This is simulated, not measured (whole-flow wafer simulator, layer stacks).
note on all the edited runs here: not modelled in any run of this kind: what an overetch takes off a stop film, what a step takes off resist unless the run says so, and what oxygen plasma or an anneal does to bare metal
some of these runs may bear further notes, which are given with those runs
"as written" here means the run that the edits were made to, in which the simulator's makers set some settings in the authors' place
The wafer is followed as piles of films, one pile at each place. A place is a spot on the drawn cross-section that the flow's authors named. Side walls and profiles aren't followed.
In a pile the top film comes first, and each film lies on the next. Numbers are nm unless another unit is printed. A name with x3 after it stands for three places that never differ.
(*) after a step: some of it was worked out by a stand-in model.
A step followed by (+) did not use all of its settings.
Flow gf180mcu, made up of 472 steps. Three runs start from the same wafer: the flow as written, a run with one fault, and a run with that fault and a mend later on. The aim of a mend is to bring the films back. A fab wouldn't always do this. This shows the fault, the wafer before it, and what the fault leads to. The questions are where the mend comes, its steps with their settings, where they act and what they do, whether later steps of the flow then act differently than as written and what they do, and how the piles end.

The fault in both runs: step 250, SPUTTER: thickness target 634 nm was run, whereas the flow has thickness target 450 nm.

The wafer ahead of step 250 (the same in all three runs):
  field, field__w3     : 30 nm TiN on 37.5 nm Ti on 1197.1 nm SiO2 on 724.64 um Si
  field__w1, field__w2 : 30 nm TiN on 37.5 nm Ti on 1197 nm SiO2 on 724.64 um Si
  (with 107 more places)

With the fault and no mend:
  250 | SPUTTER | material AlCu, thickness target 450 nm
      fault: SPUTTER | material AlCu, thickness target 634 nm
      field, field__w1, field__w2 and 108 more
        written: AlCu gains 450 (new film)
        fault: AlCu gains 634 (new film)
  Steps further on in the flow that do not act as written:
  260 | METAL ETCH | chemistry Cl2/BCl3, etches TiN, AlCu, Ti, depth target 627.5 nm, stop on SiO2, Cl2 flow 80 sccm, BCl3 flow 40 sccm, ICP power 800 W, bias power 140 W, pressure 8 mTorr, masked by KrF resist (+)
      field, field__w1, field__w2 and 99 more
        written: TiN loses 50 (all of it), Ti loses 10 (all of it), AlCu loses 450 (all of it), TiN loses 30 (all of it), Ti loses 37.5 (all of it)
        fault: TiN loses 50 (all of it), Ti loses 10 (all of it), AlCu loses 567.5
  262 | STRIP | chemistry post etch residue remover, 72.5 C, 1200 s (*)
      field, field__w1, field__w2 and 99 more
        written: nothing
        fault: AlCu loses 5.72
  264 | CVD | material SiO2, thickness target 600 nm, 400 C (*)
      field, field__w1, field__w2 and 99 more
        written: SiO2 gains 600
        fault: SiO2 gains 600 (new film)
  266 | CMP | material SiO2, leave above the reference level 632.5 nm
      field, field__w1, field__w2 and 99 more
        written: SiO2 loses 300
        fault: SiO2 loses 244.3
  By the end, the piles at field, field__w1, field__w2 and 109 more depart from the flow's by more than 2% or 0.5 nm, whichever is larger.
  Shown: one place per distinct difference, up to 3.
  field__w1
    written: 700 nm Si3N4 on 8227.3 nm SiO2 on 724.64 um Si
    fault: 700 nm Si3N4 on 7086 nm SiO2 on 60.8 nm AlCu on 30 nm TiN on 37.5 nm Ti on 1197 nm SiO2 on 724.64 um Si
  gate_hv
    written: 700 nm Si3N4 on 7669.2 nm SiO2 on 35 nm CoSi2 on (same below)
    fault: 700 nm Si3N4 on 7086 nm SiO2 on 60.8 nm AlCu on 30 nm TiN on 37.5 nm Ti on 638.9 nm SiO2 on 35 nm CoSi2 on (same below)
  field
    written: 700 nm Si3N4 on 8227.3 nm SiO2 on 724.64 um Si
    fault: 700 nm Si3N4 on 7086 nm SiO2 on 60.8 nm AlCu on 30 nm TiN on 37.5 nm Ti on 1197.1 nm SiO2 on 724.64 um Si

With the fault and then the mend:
  The mend stands after step 250.
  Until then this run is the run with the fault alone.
  250a | METAL ETCH | chemistry Cl2/BCl3, etches TiN, AlCu, Ti, depth target 184 nm, Cl2 flow 80 sccm, BCl3 flow 40 sccm, ICP power 800 W, bias power 140 W, pressure 8 mTorr
      field, field__w1, field__w2 and 108 more
        AlCu loses 184
  Later steps of the flow that are run all act as written at every place that is followed.
  The piles end the same as the flow's at every place that both follow.
